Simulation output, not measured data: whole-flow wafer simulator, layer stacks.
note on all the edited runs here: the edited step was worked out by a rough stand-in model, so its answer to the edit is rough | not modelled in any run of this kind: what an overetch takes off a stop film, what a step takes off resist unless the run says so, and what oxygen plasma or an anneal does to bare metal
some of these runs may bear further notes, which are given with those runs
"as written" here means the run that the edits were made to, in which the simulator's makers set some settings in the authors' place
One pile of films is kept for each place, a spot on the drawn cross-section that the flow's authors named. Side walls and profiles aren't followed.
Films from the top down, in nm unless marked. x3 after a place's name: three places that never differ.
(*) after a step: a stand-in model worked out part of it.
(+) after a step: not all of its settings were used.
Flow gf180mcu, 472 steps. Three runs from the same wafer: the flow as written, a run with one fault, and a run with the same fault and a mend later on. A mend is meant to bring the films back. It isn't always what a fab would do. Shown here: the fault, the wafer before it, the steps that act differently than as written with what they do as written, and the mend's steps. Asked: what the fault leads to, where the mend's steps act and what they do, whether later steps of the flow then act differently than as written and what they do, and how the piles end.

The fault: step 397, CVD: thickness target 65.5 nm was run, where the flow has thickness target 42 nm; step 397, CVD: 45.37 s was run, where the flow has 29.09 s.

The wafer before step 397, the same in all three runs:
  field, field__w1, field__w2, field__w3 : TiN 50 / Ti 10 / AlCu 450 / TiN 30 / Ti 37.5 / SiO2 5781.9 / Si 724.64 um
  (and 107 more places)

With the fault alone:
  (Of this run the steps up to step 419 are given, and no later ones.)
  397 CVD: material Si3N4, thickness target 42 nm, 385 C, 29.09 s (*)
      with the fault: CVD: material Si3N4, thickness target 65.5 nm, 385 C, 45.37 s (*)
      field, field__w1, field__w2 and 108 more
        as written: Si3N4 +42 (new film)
        with the fault: Si3N4 +65.5 (new film)
  Later steps of the flow that act differently than as written:
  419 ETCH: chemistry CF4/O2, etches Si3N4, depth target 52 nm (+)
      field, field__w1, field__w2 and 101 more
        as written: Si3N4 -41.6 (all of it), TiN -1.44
        with the fault: Si3N4 -52
  After step 419 the piles differ from the flow's by more than 2% or 0.5 nm, whichever is larger, at field, field__w1, field__w2 and 109 more.
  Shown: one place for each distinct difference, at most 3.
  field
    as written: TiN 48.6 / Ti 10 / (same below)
    with the fault: Si3N4 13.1 / TiN 50 / Ti 10 / (same below)
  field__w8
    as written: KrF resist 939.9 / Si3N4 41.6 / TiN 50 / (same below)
    with the fault: KrF resist 939.9 / Si3N4 65.1 / TiN 50 / (same below)
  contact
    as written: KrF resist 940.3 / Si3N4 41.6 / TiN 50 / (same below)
    with the fault: KrF resist 940.3 / Si3N4 65.1 / TiN 50 / (same below)

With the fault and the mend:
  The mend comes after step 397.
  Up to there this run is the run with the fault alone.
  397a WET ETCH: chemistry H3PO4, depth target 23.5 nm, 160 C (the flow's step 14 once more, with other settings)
      field, field__w1, field__w2 and 108 more
        Si3N4 -23.5
  No later step of the flow acts differently than as written, at any place that is followed, by more than 2% or 0.5 nm, whichever is larger.
  At the end the piles differ from the flow's only slightly at the places that both follow, by at most 2% or 0.5 nm, whichever is larger.
